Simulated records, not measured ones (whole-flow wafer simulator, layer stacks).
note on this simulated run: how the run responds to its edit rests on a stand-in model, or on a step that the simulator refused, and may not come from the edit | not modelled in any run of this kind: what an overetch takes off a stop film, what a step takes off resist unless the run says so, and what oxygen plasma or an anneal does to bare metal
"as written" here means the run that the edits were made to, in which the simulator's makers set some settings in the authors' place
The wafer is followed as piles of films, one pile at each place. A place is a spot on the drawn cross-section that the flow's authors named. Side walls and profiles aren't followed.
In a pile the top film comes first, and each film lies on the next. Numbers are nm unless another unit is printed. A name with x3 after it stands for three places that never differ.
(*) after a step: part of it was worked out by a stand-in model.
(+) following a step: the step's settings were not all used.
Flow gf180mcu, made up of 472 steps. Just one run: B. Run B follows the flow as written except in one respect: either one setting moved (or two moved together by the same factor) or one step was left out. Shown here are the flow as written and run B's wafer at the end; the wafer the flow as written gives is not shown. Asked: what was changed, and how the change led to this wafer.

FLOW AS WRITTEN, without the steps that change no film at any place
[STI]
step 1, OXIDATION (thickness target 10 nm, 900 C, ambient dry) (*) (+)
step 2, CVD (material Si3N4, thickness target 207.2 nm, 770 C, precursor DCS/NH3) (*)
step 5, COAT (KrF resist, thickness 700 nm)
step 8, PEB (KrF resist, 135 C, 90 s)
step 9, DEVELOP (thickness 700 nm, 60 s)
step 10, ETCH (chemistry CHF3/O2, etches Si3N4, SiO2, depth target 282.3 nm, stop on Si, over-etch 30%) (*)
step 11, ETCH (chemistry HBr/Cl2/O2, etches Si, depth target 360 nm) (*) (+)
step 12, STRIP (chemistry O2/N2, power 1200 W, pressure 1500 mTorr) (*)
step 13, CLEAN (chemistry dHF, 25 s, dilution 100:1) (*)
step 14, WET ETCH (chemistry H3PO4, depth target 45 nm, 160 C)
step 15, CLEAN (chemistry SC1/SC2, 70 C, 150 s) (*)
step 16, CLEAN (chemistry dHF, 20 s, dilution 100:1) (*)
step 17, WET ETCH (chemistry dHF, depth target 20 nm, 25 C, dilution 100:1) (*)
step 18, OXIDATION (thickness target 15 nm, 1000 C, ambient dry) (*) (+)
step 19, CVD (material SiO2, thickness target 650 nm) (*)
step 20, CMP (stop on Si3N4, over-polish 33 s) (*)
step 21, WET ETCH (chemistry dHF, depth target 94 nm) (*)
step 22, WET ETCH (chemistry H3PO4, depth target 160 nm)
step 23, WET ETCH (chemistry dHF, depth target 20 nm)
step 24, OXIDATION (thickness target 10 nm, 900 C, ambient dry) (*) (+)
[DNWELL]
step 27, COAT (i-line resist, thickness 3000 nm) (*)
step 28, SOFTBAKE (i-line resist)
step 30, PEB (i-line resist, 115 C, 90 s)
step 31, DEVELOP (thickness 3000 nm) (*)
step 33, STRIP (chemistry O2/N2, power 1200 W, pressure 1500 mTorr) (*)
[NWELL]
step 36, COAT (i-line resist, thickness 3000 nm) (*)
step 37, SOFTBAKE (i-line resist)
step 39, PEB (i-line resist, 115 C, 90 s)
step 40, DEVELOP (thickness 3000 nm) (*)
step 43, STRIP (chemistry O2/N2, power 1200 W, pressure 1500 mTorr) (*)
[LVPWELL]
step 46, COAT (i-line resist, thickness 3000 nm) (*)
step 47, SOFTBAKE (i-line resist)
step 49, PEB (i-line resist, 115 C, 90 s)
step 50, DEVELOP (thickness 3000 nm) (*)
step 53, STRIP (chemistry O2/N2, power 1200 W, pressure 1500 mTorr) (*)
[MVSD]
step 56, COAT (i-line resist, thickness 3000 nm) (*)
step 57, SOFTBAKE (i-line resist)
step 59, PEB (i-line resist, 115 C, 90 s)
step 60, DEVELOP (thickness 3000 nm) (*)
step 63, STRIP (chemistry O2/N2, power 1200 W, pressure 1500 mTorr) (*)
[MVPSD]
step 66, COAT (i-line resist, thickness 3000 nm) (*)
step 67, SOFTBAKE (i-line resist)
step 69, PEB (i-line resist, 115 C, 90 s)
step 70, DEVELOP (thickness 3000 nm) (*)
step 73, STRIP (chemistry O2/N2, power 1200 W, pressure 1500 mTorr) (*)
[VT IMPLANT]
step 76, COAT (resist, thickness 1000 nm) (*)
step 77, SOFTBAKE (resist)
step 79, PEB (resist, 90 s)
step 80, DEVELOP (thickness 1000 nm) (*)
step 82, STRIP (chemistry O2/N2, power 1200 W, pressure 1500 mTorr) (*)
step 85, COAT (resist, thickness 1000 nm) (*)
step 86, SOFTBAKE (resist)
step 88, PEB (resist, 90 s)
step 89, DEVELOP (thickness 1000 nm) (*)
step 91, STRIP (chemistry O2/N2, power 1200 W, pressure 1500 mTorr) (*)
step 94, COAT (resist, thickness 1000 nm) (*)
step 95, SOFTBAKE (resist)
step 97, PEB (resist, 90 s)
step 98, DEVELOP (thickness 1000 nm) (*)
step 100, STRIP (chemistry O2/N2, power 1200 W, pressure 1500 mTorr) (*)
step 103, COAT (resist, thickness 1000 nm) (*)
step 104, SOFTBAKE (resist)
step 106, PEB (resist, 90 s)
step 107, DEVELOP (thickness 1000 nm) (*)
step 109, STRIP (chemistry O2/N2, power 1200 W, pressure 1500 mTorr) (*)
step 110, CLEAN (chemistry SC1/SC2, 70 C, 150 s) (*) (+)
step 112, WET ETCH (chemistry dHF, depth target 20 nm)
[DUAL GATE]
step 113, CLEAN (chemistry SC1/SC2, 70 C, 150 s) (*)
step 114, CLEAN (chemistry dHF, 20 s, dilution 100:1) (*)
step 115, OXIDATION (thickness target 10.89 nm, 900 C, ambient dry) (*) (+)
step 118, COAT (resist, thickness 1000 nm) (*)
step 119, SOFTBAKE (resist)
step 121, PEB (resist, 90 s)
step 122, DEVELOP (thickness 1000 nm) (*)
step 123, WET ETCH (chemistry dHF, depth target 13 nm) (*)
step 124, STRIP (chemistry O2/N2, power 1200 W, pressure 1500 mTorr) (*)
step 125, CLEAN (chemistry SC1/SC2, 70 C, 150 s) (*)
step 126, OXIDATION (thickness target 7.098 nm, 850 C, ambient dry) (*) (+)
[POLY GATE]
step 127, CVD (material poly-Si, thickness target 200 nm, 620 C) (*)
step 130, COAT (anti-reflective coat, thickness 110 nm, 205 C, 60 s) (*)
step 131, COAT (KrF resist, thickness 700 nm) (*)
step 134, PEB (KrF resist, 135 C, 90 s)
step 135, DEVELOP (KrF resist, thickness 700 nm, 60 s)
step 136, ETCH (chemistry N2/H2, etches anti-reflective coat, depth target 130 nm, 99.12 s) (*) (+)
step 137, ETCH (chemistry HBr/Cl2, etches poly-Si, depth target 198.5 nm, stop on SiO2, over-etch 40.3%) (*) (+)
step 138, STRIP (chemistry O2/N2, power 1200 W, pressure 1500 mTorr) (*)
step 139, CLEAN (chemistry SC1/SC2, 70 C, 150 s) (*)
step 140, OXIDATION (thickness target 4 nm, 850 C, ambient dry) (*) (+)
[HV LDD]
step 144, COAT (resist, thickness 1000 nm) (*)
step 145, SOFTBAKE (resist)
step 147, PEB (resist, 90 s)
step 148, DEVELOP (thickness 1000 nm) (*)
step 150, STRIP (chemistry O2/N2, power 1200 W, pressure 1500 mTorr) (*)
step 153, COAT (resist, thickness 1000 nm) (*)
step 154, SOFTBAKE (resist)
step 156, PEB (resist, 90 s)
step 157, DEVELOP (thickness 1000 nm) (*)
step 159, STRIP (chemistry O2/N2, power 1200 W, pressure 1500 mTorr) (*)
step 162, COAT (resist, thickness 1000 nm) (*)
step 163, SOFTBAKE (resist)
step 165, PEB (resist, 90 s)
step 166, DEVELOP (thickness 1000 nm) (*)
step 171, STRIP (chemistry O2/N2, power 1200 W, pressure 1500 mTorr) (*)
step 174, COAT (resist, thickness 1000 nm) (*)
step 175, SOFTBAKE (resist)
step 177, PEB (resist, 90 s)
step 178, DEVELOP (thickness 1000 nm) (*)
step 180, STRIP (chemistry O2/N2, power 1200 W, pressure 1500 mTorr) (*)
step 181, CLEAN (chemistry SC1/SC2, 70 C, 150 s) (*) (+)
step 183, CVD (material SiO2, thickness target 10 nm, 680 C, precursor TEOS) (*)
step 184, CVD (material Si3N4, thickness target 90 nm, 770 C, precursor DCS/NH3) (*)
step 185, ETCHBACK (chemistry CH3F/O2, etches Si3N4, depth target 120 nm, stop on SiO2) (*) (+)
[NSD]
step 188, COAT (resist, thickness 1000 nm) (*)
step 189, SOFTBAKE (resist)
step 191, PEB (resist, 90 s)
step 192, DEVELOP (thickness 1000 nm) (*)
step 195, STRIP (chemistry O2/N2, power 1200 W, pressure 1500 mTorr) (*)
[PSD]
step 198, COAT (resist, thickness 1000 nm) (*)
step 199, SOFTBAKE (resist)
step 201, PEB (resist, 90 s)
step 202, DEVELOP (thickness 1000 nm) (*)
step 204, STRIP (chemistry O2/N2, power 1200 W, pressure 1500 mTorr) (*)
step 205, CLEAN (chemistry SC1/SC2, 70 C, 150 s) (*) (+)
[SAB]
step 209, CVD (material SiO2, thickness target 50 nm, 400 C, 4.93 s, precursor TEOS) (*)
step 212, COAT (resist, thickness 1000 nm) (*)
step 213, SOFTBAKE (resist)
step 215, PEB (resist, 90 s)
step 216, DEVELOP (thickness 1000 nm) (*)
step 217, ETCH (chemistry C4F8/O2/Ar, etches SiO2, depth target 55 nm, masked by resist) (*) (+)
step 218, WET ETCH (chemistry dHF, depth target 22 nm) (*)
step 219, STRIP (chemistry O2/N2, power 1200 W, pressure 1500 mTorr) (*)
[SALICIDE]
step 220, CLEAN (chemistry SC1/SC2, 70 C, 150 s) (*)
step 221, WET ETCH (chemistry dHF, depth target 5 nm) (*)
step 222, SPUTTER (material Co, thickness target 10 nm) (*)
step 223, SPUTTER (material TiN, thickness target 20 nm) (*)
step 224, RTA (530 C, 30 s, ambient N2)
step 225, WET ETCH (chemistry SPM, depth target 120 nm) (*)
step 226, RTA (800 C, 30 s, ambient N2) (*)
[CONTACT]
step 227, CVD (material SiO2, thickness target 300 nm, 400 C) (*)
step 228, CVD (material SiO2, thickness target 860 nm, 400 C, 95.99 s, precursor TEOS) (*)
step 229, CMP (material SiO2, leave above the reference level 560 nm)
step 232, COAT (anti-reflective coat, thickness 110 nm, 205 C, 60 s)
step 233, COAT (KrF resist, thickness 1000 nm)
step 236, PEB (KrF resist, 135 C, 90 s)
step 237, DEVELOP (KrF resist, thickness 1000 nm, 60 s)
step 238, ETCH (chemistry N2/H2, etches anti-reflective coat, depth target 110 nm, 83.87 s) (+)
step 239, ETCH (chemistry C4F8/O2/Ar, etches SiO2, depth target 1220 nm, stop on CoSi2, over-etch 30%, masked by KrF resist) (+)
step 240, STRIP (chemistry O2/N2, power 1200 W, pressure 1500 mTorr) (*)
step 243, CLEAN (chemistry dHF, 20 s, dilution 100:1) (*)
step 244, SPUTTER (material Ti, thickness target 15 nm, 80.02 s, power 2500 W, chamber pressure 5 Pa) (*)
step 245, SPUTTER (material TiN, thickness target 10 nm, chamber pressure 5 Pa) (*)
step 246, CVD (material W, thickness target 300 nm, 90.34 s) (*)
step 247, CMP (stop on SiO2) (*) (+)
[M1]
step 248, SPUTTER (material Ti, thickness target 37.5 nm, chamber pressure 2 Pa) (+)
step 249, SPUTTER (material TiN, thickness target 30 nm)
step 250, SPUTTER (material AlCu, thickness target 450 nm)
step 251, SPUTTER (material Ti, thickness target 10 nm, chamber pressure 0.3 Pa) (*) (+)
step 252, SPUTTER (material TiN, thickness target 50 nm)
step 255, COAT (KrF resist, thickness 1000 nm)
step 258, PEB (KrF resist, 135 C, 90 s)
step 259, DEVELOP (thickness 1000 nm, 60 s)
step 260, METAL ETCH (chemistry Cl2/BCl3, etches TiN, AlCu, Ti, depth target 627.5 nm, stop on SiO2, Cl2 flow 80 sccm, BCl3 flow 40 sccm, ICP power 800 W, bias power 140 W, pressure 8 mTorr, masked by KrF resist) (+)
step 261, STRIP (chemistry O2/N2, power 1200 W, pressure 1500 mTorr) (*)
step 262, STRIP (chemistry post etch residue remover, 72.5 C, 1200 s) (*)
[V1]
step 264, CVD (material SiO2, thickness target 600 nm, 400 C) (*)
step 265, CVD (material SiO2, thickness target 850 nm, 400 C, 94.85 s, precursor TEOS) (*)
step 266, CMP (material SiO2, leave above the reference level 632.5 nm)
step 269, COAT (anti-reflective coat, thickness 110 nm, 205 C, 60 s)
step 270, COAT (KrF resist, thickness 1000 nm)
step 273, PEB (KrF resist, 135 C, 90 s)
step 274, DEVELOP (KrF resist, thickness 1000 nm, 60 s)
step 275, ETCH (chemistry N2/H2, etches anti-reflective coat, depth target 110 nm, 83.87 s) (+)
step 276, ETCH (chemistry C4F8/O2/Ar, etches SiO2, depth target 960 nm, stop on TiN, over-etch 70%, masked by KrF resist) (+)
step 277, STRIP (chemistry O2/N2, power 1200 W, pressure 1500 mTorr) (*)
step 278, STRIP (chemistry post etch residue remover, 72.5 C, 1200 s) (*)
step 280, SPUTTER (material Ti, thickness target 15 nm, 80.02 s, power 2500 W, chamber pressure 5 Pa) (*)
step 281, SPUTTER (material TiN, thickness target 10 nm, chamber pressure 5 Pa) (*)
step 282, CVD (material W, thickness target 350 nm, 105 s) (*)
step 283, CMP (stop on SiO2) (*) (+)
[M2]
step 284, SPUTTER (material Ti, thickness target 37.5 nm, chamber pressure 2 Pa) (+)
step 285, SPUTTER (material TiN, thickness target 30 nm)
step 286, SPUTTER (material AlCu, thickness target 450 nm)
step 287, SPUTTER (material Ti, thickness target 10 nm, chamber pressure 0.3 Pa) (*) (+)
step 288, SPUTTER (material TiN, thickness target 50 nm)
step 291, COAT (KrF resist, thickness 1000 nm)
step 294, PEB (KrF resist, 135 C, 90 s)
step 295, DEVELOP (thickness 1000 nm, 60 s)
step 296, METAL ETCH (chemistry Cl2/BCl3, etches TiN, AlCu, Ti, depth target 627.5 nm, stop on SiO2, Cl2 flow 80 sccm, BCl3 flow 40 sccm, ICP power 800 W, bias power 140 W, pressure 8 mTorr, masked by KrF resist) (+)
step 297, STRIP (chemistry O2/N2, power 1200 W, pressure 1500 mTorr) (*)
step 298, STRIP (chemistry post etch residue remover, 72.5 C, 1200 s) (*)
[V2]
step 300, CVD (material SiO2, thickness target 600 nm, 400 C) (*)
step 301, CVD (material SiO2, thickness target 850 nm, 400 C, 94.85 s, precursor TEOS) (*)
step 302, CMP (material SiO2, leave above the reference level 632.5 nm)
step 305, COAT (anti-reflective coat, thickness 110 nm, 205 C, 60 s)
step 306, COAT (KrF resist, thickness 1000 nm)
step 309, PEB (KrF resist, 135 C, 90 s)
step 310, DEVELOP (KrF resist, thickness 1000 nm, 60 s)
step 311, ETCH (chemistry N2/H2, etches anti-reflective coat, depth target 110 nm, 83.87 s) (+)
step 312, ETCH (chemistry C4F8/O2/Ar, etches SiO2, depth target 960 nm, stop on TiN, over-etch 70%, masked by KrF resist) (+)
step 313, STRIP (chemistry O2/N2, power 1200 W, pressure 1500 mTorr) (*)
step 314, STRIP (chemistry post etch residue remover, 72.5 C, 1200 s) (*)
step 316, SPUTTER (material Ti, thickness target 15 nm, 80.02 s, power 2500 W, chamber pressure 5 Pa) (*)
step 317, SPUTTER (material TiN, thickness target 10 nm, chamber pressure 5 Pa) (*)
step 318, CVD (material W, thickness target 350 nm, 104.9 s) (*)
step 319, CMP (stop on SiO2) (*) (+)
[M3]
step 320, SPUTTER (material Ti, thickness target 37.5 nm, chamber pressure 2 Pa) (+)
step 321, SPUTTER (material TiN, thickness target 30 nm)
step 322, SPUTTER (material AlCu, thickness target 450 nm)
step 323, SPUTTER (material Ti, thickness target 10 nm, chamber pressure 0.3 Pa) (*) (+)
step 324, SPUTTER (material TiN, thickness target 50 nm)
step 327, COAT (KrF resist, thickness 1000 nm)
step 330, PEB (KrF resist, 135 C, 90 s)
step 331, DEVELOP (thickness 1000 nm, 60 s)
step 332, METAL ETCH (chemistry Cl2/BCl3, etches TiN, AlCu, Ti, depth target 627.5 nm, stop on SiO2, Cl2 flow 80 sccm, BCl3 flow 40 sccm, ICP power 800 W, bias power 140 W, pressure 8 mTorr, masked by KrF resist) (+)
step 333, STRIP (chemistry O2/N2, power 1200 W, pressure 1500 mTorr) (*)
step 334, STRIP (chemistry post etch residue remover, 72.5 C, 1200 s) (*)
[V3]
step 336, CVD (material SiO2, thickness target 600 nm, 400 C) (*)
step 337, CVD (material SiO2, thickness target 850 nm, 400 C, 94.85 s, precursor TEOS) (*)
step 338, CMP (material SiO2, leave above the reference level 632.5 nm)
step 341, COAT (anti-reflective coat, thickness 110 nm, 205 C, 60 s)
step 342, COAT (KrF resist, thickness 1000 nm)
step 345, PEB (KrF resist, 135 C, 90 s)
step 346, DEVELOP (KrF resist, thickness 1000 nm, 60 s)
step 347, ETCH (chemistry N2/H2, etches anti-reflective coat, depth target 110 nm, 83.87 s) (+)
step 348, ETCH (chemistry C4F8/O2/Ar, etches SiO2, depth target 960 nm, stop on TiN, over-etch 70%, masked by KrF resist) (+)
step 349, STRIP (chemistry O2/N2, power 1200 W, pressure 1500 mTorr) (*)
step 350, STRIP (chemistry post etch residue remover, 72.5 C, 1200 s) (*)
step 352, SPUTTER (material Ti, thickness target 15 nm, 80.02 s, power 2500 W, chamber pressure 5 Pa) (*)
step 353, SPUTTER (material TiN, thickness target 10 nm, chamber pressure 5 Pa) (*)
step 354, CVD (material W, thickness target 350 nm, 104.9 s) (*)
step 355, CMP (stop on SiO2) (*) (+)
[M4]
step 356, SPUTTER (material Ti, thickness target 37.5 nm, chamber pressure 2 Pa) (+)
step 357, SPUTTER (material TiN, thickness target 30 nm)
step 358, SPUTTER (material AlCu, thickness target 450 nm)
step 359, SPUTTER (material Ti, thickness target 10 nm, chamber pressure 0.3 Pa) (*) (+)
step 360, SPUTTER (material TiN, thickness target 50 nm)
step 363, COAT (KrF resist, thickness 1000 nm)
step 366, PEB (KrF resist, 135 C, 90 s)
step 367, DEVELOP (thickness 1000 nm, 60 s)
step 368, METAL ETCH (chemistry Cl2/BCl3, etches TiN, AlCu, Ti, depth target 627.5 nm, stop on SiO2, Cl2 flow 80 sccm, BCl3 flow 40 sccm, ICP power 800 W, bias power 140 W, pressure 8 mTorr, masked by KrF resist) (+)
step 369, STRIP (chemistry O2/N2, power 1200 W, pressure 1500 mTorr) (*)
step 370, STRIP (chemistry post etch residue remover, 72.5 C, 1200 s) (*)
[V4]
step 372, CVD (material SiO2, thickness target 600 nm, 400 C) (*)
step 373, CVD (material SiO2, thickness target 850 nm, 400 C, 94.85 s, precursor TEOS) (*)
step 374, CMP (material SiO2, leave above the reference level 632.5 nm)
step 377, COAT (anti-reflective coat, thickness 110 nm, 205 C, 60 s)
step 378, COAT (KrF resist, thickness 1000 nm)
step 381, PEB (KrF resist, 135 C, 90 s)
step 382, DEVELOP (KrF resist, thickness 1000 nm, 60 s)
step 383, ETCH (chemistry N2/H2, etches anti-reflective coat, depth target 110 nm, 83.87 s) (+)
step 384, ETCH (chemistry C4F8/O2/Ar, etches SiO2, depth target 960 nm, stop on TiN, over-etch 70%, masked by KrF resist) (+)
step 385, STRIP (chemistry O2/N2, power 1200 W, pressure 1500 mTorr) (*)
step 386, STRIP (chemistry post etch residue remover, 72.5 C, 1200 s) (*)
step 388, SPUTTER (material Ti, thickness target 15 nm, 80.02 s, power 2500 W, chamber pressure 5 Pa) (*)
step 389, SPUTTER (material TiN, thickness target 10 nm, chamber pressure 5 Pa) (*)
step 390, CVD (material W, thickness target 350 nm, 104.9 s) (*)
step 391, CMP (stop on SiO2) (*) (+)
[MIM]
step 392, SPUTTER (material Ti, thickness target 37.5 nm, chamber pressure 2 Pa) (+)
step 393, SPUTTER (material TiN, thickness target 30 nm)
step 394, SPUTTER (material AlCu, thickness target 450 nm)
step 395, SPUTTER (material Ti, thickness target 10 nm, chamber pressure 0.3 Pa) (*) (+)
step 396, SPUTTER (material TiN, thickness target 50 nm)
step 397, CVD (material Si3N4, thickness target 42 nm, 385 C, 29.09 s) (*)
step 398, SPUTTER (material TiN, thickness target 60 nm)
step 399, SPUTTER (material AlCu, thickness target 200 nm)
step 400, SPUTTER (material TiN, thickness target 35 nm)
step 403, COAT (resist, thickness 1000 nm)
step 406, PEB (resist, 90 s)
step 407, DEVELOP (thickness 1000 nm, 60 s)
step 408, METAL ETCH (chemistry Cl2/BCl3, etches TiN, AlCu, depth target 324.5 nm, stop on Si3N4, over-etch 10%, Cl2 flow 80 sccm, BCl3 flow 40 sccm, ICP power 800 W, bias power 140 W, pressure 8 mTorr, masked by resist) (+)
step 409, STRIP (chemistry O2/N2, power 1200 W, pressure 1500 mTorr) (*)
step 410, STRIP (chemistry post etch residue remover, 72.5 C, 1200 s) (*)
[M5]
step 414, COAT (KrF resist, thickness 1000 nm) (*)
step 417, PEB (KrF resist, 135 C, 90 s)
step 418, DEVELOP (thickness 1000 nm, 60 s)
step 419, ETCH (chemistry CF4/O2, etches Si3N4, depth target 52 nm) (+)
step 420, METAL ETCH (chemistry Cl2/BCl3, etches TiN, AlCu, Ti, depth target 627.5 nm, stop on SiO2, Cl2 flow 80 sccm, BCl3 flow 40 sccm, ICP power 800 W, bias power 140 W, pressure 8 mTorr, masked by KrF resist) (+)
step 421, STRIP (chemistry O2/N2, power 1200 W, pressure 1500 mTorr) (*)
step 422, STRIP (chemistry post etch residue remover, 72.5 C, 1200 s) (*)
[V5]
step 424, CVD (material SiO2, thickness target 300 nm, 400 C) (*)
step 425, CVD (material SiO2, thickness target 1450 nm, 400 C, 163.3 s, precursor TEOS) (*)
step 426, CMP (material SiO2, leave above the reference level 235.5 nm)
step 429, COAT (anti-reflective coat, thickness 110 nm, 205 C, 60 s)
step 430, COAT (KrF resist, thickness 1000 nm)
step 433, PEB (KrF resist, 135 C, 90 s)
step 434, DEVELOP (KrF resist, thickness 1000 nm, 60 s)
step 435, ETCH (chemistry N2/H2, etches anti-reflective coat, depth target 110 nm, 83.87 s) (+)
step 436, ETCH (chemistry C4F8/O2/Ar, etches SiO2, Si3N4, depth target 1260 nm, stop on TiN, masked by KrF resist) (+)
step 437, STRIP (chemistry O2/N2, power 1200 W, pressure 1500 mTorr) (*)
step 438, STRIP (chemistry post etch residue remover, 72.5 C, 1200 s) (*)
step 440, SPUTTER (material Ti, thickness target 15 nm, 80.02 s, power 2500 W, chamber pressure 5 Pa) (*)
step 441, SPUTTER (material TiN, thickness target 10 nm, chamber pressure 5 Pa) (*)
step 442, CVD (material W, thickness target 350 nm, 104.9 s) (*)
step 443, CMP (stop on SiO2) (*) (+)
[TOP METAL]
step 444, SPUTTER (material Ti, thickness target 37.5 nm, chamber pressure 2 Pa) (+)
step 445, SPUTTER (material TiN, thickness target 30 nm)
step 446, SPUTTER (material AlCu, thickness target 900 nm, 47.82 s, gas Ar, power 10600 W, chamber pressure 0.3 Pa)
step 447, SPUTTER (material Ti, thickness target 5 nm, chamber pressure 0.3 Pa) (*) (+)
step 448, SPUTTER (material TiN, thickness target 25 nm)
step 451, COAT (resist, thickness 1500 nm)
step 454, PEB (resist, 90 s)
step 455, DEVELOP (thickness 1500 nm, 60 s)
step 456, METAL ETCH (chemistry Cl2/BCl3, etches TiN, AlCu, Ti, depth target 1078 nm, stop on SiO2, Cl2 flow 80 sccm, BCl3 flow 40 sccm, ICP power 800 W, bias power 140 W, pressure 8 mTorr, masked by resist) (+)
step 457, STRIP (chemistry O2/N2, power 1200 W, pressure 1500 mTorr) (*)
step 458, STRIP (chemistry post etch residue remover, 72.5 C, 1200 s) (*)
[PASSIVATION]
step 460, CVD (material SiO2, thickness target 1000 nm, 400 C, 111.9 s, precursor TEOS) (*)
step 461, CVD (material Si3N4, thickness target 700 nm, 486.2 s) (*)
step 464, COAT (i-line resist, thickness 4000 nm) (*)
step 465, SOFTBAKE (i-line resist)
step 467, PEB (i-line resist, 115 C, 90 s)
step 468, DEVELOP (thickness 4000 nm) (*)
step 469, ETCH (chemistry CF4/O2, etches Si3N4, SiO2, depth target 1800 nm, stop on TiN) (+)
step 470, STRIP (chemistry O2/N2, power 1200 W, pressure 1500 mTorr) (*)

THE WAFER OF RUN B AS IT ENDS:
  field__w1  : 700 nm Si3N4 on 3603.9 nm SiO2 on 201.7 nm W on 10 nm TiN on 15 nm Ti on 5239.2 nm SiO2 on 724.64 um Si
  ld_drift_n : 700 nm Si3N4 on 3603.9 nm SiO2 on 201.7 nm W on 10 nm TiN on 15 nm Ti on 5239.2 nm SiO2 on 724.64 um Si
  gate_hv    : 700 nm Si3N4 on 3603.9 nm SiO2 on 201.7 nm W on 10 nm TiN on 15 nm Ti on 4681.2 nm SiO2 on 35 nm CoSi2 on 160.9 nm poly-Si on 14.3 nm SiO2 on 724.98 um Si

What caused this: step 302, CMP: material SiO2, leave above the reference level 632.5 nm, was skipped.

How this came from the change, step by step:
  step 305, COAT (anti-reflective coat, thickness 110 nm, 205 C, 60 s)
      field__w3, p_well, sti, spacer, sd_n, mim_1p0, pad, dice_street: +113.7 anti-reflective coat (new film) (in the flow as written it would be: +110 anti-reflective coat (new film))
      field__w6, ld_sd_n: +116.8 anti-reflective coat (new film) (in the flow as written it would be: +110 anti-reflective coat (new film))
      (also at 36 further places)
  step 306, COAT (KrF resist, thickness 1000 nm)
      field: +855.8 KrF resist (new film) (in the flow as written it would be: +1000 KrF resist (new film))
      field__w5: +1035.8 KrF resist (new film) (in the flow as written it would be: +1000 KrF resist (new film))
      (also at 26 further places)
  step 309, PEB (KrF resist, 135 C, 90 s)
      polyc_n, polyc_n_rim: -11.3 KrF resist (in the flow as written it would be: -6.68 KrF resist)
      field: -5.01 KrF resist (in the flow as written it would be: -6.68 KrF resist)
      (also at 16 further places)
  step 310, DEVELOP (KrF resist, thickness 1000 nm, 60 s)
      contact: -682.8 KrF resist (all of it) (in the flow as written it would be: -993.3 KrF resist (all of it))
  step 311, ETCH (chemistry N2/H2, etches anti-reflective coat, depth target 110 nm, 83.87 s) (+)
      contact: -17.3 anti-reflective coat (all of it), -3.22 SiO2 (in the flow as written it would be: -110 anti-reflective coat (all of it), -0.85 SiO2)
  step 312, ETCH (chemistry C4F8/O2/Ar, etches SiO2, depth target 960 nm, stop on TiN, over-etch 70%, masked by KrF resist) (+)
      contact: -960 SiO2 (in the flow as written it would be: -572.1 SiO2 (all of it))
  step 313, STRIP (chemistry O2/N2, power 1200 W, pressure 1500 mTorr) (*)
      p_well, sti, spacer, sd_n, mim_1p0, pad, dice_street: -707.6 KrF resist (all of it), -113.7 anti-reflective coat (all of it) (in the flow as written it would be: -706.9 KrF resist (all of it), -110 anti-reflective coat (all of it))
      field: -564.4 KrF resist (all of it), -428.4 anti-reflective coat (all of it) (in the flow as written it would be: -706.9 KrF resist (all of it), -110 anti-reflective coat (all of it))
      (also at 40 further places)
  step 316, SPUTTER (material Ti, thickness target 15 nm, 80.02 s, power 2500 W, chamber pressure 5 Pa) (*)
      contact: +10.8 Ti (new film) (in the flow as written it would be: +9.65 Ti (new film))
  step 317, SPUTTER (material TiN, thickness target 10 nm, chamber pressure 5 Pa) (*)
      contact: +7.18 TiN (new film) (in the flow as written it would be: +6.4 TiN (new film))
  step 318, CVD (material W, thickness target 350 nm, 104.9 s) (*)
      contact: +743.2 W (new film) (in the flow as written it would be: +932.3 W (new film))
  step 319, CMP (stop on SiO2) (*) (+)
      field__w8, m1, m1__w1, m1_nw: -350 W (all of it), -10 TiN (all of it), -15 Ti (all of it), -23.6 SiO2 (in the flow as written it would be: -350 W (all of it), -10 TiN (all of it), -15 Ti (all of it), -3.78 SiO2)
  step 323, SPUTTER (material Ti, thickness target 10 nm, chamber pressure 0.3 Pa) (*) (+)
      field__w5: +9.2 Ti (new film) (in the flow as written it would be: +10 Ti (new film))
  step 327, COAT (KrF resist, thickness 1000 nm)
      field: +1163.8 KrF resist (new film) (in the flow as written it would be: +1000 KrF resist (new film))
      field__w8: +604.2 KrF resist (new film) (in the flow as written it would be: +1000 KrF resist (new film))
      (also at 11 further places)
  step 330, PEB (KrF resist, 135 C, 90 s)
      field: -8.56 KrF resist (in the flow as written it would be: -6.68 KrF resist)
      field__w8: -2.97 KrF resist (in the flow as written it would be: -6.68 KrF resist)
      (also at 9 further places)
  step 331, DEVELOP (thickness 1000 nm, 60 s)
      field: -1155.2 KrF resist (all of it) (in the flow as written it would be: -993.3 KrF resist (all of it))
      n_well: -1117.7 KrF resist (all of it) (in the flow as written it would be: -993.3 KrF resist (all of it))
      (also at 6 further places)
  step 332, METAL ETCH (chemistry Cl2/BCl3, etches TiN, AlCu, Ti, depth target 627.5 nm, stop on SiO2, Cl2 flow 80 sccm, BCl3 flow 40 sccm, ICP power 800 W, bias power 140 W, pressure 8 mTorr, masked by KrF resist) (+)
      field__w5: -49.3 TiN (all of it), -9.2 Ti (all of it), -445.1 AlCu (all of it), -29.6 TiN (all of it), -37.5 Ti (all of it) (in the flow as written it would be: -50 TiN (all of it), -10 Ti (all of it), -450 AlCu (all of it), -30 TiN (all of it), -37.5 Ti (all of it))
  ... 15 further steps ...
  step 374, CMP (material SiO2, leave above the reference level 632.5 nm)
      field, field__w1, field__w2 and 103 more: -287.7 SiO2 (in the flow as written it would be: -300 SiO2)
With metal films that touch counted as one body, field__w1 has 1 body; the flow as written gives 0 bodies.
With metal films that touch counted as one body, ld_drift_n has 1 body; the flow as written gives 0 bodies.
With metal films that touch counted as one body, gate_hv has 2 bodies (between them, from the top down: SiO2 4681.2); the flow as written gives 1 body.
